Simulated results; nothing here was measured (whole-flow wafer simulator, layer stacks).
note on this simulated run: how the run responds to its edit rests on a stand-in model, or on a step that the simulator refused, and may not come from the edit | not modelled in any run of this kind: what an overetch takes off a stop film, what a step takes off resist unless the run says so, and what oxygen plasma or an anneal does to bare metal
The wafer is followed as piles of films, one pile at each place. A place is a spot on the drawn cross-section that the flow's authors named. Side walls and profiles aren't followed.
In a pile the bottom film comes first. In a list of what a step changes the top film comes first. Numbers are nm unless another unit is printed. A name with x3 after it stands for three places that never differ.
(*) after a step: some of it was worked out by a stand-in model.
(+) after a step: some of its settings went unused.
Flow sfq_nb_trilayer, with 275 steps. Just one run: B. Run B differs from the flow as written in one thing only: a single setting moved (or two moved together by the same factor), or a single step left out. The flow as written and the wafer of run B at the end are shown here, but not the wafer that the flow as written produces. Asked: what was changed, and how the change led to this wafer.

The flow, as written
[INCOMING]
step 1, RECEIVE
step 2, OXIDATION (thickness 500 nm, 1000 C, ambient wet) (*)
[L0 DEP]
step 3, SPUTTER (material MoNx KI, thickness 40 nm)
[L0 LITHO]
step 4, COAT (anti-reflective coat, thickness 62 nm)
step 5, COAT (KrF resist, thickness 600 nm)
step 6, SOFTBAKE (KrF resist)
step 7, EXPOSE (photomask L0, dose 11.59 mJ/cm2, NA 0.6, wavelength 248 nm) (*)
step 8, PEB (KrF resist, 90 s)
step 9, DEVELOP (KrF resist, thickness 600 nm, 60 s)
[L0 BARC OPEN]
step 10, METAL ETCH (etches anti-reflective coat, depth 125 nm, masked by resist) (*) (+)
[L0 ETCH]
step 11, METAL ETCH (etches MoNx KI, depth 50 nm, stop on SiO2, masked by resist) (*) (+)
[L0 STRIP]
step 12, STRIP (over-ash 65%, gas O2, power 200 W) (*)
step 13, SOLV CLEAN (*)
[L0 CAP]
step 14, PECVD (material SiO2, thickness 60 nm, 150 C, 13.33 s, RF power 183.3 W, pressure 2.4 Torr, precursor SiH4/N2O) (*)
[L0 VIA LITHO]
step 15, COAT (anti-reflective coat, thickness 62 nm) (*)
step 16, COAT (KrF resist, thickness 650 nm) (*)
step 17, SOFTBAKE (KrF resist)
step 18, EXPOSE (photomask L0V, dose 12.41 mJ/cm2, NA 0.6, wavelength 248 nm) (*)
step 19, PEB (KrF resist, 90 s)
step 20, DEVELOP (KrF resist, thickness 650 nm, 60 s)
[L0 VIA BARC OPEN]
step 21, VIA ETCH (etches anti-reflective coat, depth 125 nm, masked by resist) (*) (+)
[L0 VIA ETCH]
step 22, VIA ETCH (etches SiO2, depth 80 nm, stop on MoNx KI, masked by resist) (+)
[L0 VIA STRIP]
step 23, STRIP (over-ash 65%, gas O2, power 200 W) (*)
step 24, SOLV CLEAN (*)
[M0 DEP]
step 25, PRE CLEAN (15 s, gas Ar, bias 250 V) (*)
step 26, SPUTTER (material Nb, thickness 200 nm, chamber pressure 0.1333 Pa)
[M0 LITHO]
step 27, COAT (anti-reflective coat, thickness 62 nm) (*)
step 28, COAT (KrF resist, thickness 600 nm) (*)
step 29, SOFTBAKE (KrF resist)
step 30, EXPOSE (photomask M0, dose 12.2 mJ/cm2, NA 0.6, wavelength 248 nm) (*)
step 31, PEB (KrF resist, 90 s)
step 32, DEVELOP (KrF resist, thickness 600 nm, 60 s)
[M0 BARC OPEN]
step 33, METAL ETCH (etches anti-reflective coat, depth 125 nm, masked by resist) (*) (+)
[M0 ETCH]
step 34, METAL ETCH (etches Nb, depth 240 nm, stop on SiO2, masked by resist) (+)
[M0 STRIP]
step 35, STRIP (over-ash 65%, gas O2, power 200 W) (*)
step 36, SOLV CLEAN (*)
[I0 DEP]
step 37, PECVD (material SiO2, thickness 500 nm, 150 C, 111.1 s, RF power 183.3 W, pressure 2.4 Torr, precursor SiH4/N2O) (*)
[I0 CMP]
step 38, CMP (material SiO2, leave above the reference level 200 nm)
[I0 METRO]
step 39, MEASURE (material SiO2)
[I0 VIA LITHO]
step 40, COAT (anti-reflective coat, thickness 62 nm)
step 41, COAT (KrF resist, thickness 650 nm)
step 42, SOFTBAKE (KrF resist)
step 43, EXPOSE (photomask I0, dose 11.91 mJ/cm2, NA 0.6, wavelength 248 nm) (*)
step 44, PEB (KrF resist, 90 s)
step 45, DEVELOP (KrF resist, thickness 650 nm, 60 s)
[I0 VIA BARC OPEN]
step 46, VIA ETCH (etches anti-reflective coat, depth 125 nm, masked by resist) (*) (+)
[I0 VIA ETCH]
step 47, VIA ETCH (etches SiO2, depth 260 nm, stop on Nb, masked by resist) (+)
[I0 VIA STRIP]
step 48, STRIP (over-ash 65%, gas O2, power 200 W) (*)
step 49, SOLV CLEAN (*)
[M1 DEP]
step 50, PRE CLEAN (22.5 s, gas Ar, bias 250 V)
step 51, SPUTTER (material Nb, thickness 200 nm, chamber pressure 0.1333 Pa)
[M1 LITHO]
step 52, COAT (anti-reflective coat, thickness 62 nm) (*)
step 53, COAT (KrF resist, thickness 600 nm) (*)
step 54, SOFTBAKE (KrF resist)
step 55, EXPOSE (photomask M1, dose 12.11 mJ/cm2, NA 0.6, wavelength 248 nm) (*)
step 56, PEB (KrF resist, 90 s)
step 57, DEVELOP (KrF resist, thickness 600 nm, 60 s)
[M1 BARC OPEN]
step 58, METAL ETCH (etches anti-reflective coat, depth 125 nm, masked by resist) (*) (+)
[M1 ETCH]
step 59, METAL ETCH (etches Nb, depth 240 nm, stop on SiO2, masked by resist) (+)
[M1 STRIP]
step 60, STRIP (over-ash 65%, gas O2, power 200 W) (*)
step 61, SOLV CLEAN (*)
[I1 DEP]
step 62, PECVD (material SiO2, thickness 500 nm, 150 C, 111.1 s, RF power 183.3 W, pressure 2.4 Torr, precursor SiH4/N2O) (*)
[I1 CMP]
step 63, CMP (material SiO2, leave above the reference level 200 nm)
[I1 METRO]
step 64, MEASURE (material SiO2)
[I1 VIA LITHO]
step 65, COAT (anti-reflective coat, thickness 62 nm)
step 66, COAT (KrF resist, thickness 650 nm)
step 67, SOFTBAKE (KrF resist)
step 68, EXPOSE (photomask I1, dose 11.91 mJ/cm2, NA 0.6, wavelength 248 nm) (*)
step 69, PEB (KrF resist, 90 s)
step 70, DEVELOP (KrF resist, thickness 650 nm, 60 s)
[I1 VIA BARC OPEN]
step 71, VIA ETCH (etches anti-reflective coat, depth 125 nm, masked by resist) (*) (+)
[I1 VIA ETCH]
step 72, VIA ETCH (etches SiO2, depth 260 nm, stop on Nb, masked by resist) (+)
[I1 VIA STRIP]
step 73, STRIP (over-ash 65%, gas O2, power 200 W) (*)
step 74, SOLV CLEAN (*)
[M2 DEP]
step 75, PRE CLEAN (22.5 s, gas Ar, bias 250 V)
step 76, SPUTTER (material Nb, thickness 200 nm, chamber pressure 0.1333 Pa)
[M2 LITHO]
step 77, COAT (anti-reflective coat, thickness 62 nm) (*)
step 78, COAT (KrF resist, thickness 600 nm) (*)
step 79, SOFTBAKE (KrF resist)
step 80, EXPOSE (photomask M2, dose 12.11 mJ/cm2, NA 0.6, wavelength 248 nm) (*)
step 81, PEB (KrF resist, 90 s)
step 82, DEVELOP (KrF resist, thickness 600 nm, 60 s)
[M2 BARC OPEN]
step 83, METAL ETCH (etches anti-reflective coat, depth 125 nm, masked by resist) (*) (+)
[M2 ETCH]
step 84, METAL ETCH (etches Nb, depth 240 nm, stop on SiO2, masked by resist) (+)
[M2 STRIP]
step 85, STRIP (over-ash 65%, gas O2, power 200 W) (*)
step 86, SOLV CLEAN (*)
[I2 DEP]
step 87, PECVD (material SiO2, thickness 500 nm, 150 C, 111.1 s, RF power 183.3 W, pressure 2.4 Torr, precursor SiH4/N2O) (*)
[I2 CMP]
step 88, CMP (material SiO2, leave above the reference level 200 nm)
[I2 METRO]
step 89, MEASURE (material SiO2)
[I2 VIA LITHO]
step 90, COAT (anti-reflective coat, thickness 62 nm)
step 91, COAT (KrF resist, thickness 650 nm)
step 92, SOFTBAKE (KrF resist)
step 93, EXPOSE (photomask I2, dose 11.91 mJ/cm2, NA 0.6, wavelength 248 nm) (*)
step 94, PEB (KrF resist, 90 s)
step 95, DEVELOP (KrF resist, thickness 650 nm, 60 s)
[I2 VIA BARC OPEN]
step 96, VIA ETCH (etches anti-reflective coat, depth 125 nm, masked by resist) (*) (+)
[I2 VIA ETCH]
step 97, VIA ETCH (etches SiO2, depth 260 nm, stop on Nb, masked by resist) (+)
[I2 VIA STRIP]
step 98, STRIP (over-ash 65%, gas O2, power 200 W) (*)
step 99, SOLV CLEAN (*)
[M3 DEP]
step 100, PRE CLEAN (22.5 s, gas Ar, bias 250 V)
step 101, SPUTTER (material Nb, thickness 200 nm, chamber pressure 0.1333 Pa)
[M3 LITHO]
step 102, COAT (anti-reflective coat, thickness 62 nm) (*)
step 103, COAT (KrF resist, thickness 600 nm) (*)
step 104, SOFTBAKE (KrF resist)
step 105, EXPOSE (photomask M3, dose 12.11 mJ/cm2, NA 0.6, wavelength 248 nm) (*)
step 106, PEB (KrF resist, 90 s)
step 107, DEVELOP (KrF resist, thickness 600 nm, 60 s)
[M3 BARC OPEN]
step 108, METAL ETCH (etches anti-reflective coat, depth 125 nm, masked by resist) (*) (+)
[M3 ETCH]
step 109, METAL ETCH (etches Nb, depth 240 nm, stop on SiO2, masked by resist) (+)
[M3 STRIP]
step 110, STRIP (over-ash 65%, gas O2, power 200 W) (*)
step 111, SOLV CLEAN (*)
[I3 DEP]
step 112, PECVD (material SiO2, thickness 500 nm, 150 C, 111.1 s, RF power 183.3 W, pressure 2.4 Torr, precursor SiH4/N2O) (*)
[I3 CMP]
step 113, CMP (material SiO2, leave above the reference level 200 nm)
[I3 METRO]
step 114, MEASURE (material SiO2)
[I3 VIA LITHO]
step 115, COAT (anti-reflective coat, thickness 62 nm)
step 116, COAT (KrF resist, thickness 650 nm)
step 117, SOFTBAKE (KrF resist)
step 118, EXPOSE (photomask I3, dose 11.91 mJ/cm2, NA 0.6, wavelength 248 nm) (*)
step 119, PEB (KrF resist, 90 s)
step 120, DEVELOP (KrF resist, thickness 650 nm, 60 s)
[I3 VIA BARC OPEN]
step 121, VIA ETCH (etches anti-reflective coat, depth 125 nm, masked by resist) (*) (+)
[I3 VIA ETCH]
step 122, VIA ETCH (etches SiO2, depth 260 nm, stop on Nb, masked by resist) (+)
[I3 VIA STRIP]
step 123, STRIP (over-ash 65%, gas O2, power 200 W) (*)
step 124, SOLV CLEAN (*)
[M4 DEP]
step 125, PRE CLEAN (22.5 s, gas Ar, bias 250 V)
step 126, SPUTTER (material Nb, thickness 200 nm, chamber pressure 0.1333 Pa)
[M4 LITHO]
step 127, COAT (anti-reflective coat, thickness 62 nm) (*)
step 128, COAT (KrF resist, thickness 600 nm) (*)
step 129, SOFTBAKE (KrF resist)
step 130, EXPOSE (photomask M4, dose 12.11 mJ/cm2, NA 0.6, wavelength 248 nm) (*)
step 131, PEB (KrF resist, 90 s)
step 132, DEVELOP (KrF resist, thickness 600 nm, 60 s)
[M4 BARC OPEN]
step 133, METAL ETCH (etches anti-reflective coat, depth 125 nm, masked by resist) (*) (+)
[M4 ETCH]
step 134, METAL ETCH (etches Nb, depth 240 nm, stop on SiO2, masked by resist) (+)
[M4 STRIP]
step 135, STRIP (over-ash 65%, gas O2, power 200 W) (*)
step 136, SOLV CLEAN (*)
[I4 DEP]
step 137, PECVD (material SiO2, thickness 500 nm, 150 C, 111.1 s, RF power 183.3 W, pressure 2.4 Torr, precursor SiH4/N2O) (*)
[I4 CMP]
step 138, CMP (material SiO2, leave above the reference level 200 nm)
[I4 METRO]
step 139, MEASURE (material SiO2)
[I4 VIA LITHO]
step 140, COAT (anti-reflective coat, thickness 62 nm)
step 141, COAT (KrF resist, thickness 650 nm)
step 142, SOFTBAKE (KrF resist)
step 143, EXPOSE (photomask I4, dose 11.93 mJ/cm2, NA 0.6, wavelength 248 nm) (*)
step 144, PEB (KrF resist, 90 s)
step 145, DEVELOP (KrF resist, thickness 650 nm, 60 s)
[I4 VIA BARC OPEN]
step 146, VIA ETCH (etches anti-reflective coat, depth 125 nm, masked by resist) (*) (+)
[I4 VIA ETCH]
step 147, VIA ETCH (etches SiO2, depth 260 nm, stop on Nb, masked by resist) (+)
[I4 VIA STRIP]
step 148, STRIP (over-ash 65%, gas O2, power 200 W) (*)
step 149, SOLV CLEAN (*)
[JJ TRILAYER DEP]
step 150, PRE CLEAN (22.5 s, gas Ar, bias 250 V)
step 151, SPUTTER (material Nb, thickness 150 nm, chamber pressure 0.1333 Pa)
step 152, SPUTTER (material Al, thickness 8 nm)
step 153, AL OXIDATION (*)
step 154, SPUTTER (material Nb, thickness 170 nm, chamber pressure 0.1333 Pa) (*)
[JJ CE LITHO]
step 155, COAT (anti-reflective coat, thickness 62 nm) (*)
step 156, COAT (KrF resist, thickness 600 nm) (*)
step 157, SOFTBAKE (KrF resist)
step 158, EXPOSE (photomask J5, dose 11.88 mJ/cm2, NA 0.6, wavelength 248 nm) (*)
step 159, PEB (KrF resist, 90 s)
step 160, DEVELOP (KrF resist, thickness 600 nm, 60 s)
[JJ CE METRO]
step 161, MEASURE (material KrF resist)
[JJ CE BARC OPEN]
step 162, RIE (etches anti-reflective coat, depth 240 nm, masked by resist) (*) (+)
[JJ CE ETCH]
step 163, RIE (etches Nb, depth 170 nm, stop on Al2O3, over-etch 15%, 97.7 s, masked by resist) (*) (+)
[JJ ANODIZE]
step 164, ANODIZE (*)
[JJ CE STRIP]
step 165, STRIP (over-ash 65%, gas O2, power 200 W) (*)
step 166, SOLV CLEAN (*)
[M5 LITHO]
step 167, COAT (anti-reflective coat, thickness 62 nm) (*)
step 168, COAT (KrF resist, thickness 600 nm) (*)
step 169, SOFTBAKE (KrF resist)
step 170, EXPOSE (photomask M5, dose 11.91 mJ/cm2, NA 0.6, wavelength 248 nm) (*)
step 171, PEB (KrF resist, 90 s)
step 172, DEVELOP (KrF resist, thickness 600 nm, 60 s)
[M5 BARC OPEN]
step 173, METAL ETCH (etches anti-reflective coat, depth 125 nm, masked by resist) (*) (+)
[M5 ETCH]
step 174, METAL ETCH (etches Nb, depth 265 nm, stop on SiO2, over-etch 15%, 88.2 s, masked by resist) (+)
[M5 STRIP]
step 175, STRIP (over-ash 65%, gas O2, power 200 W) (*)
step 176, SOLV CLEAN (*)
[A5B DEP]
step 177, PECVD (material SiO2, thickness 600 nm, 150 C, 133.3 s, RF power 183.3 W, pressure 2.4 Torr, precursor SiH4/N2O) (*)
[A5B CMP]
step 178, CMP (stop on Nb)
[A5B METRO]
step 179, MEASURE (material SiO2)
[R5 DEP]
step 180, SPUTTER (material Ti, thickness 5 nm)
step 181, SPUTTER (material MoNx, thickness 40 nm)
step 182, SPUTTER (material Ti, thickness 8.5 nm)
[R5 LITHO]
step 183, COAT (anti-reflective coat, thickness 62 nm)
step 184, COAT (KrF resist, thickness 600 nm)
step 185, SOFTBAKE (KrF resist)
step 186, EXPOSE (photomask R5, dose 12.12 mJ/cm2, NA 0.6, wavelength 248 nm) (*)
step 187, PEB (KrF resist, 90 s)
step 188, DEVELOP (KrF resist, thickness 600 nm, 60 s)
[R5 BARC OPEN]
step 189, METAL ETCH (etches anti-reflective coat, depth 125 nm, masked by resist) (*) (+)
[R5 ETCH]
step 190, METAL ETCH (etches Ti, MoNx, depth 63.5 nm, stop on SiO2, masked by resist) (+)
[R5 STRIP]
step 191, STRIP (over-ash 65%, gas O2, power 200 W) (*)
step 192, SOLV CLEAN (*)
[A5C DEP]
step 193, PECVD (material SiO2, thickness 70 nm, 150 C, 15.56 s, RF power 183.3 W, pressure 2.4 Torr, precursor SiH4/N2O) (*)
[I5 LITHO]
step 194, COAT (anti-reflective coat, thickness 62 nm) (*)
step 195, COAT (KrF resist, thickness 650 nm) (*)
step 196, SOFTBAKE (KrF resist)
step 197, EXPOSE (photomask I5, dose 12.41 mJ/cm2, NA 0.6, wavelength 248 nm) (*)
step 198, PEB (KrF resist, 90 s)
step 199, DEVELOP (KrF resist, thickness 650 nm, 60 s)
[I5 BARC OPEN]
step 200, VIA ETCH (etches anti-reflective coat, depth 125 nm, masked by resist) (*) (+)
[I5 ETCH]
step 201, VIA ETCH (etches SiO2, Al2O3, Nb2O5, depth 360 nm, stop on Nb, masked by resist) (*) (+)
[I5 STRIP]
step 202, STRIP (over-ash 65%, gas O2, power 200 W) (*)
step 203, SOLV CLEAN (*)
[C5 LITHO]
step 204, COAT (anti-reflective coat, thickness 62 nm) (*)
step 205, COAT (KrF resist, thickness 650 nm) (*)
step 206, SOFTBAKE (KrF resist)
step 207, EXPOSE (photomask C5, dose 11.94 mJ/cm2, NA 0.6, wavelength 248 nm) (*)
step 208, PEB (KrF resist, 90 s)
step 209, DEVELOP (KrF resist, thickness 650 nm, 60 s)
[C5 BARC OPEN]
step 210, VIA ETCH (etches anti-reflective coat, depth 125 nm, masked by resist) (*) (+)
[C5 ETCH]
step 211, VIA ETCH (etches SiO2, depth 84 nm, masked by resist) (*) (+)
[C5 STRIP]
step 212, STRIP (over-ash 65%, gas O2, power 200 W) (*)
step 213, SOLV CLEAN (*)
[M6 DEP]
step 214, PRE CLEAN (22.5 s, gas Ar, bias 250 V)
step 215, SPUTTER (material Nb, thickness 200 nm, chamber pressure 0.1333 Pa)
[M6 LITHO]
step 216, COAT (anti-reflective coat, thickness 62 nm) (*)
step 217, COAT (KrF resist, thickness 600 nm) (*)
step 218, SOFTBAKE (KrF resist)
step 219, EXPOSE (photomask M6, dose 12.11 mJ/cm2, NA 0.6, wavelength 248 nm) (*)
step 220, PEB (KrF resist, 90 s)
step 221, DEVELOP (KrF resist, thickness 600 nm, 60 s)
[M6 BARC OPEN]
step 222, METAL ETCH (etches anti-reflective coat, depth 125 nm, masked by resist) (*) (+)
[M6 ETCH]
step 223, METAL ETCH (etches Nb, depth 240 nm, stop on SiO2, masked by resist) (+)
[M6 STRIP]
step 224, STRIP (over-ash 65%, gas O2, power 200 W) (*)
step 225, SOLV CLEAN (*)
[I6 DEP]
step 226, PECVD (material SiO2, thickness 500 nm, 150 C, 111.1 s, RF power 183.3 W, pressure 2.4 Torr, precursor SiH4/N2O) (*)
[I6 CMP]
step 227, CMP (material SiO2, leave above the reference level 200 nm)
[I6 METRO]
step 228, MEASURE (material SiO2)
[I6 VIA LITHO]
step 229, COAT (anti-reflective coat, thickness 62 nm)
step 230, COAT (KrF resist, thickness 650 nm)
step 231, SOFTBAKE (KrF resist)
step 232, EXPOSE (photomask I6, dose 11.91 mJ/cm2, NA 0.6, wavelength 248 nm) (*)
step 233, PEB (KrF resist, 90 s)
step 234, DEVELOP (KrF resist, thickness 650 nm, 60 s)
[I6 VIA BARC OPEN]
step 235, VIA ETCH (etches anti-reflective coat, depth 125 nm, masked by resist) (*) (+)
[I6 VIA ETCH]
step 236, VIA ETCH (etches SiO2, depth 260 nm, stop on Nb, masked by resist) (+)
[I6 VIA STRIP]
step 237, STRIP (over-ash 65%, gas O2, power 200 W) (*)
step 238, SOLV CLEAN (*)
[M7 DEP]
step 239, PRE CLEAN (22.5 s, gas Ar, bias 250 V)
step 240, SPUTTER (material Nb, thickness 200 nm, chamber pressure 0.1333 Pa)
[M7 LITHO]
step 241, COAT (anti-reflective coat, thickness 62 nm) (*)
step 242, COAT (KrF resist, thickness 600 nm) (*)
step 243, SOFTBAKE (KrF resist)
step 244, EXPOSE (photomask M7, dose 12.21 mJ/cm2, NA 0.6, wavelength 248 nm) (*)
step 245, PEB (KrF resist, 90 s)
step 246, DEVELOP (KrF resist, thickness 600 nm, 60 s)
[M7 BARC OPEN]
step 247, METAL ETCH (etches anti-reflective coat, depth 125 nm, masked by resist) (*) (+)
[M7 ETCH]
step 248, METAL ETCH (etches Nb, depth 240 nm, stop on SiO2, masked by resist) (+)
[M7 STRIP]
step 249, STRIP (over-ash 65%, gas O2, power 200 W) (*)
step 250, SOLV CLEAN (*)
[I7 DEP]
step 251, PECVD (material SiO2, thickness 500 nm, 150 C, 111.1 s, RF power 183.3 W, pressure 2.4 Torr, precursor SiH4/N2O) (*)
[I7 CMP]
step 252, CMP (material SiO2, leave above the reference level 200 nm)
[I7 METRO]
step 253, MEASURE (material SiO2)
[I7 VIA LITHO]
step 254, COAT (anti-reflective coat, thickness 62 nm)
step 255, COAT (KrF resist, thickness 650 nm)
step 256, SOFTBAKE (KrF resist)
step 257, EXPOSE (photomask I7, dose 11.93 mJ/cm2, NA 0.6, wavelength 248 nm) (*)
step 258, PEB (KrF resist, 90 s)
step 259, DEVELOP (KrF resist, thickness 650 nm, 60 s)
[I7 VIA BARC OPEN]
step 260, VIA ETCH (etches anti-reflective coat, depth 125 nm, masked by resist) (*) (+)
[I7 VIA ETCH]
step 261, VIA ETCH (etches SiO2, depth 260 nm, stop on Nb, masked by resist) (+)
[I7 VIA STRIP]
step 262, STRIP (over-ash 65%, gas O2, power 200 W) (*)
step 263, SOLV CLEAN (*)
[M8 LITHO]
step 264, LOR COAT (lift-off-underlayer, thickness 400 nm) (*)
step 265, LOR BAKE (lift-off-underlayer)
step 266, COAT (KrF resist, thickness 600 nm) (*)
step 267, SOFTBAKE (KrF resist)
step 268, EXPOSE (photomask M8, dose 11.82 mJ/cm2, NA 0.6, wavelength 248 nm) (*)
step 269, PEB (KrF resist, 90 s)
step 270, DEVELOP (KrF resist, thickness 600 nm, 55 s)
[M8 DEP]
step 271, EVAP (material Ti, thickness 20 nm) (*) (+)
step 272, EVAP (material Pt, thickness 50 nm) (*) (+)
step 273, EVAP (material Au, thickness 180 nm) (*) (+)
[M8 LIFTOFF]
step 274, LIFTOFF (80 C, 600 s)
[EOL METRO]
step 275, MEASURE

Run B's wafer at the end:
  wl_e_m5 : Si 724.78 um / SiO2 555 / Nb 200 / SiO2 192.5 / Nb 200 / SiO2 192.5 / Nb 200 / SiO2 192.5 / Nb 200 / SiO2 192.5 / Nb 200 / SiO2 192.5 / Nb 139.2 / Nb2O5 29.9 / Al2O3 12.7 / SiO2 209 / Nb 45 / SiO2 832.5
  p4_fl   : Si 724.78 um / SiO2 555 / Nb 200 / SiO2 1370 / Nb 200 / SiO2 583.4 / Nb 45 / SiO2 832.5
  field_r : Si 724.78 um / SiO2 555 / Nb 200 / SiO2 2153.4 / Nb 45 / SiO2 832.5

Cause: step 215, SPUTTER: thickness 285 nm was run, while the flow as written has thickness 200 nm.

How this came from the change, step by step:
  step 215, SPUTTER (material Nb, thickness 200 nm, chamber pressure 0.1333 Pa)
      field_l, v_sur, via_wl and 100 more: Nb gains 285 (new film) (in the flow as written it would be: Nb gains 200 (new film))
      be: Nb gains 208.7 (in the flow as written it would be: Nb gains 147.3)
      (and at 2 other places as well)
  step 216, COAT (anti-reflective coat, thickness 62 nm) (*)
      be: anti-reflective coat gains 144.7 (new film) (in the flow as written it would be: anti-reflective coat gains 136.7 (new film))
  step 223, METAL ETCH (etches Nb, depth 240 nm, stop on SiO2, masked by resist) (+)
      field_l, gap, moat and 76 more: Nb loses 240 (in the flow as written it would be: Nb loses 200 (all of it))
  step 224, STRIP (over-ash 65%, gas O2, power 200 W) (*)
      be: KrF resist loses 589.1 (all of it), anti-reflective coat loses 144.7 (all of it) (in the flow as written it would be: KrF resist loses 575.8 (all of it), anti-reflective coat loses 136.7 (all of it))
  step 226, PECVD (material SiO2, thickness 500 nm, 150 C, 111.1 s, RF power 183.3 W, pressure 2.4 Torr, precursor SiH4/N2O) (*)
      field_l, p4_fl, p4_fm and 62 more: SiO2 gains 500 (new film) (in the flow as written it would be: SiO2 gains 500)
      moat, field_r, lsp_l, ln_m5, lsp_m: SiO2 gains 492.3 (new film) (in the flow as written it would be: SiO2 gains 493.6)
      (and at 10 other places as well)
  step 227, CMP (material SiO2, leave above the reference level 200 nm)
      field_l, p4_fl, p4_fm and 59 more: SiO2 loses 60 (in the flow as written it would be: SiO2 loses 100)
      moat, field_r, lsp_l, ln_m5, lsp_m: SiO2 loses 52.3 (in the flow as written it would be: SiO2 loses 93.6)
      (and at 9 other places as well)
If metal films that touch count as one body, wl_e_m5 has 7 bodies (between them, from the top down: SiO2 209 / Al2O3 12.7 / Nb2O5 29.9; SiO2 192.5; SiO2 192.5; SiO2 192.5; SiO2 192.5; SiO2 192.5); the flow as written gives 6 bodies (between them, from the top down: SiO2 192.5; SiO2 192.5; SiO2 192.5; SiO2 192.5; SiO2 192.5).
If metal films that touch count as one body, p4_fl has 3 bodies (between them, from the top down: SiO2 583.4; SiO2 1370); the flow as written gives 2 bodies (between them, from the top down: SiO2 1370).
If metal films that touch count as one body, field_r has 2 bodies (between them, from the top down: SiO2 2153.4); the flow as written gives 1 body.
